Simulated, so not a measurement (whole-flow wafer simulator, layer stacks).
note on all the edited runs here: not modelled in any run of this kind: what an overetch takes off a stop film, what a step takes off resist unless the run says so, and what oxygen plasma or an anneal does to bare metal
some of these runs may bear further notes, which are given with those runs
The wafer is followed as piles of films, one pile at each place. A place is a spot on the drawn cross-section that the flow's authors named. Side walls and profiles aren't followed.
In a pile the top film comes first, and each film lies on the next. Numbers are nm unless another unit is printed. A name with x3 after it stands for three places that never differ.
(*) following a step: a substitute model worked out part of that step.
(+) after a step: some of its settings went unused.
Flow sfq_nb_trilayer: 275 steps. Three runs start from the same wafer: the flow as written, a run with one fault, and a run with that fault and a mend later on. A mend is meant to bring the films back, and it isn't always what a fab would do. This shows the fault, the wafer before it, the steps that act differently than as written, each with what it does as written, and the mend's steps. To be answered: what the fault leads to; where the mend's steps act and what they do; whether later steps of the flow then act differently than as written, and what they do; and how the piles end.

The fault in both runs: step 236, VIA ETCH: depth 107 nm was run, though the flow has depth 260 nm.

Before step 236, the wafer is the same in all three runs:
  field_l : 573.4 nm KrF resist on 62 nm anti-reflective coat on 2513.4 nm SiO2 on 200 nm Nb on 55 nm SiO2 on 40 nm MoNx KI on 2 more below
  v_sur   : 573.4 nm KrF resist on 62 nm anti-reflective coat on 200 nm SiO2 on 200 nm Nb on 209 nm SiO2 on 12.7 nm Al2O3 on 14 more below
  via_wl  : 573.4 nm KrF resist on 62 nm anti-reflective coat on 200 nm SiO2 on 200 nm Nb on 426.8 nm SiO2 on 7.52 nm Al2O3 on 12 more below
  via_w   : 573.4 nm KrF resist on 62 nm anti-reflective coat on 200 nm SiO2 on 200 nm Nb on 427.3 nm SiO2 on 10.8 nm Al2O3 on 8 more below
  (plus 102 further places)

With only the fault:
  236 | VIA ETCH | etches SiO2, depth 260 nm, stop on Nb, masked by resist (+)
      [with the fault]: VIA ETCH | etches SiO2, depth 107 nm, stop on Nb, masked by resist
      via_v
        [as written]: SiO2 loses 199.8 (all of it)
        [with the fault]: SiO2 loses 107
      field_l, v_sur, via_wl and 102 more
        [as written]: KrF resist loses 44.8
        [with the fault]: KrF resist loses 18.4
  Steps later in the flow that act otherwise than as written (not shown: 3 more steps that differ only slightly, by at most 2% or 0.5 nm, whichever is larger):
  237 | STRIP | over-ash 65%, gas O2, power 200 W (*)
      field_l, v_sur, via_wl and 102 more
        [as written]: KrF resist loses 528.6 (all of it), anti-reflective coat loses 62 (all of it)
        [with the fault]: KrF resist loses 555 (all of it), anti-reflective coat loses 62 (all of it)
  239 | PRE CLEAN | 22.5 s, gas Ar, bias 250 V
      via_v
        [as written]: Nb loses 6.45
        [with the fault]: SiO2 loses 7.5
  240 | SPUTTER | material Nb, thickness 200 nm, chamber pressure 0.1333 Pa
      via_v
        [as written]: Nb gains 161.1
        [with the fault]: Nb gains 183.7 (new film)
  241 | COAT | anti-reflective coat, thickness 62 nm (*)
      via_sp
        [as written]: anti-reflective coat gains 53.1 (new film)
        [with the fault]: anti-reflective coat gains 51.3 (new film)
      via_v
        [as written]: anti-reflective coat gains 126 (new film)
        [with the fault]: anti-reflective coat gains 110.4 (new film)
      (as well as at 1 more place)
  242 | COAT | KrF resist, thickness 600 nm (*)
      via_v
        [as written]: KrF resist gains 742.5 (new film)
        [with the fault]: KrF resist gains 658.5 (new film)
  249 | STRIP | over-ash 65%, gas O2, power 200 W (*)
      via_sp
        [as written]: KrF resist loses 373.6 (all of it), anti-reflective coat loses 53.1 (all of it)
        [with the fault]: KrF resist loses 382.7 (all of it), anti-reflective coat loses 51.3 (all of it)
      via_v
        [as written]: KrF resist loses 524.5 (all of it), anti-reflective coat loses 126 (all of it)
        [with the fault]: KrF resist loses 440.8 (all of it), anti-reflective coat loses 110.4 (all of it)
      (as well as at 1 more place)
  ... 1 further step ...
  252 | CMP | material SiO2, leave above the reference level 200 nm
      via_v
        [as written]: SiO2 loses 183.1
        [with the fault]: SiO2 loses 176.5
  The piles end different from the flow's at via_v by more than 2% or 0.5 nm, whichever is larger.
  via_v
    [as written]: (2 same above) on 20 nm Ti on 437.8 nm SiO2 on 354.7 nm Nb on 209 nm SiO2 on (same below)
    [with the fault]: (2 same above) on 20 nm Ti on 323.5 nm SiO2 on 183.7 nm Nb on 85.3 nm SiO2 on 200 nm Nb on 209 nm SiO2 on (same below)

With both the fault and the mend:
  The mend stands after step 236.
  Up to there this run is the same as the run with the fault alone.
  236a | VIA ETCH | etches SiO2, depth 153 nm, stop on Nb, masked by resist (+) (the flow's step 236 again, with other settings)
      field_l, v_sur, via_wl and 102 more
        KrF resist loses 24
      via_v
        SiO2 loses 92.8 (all of it)
  None of the later steps of the flow differs from how it acts as written, at any place that is followed, by more than 2% or 0.5 nm, whichever is larger.
  At every place that both follow, the piles at the end match the flow's.
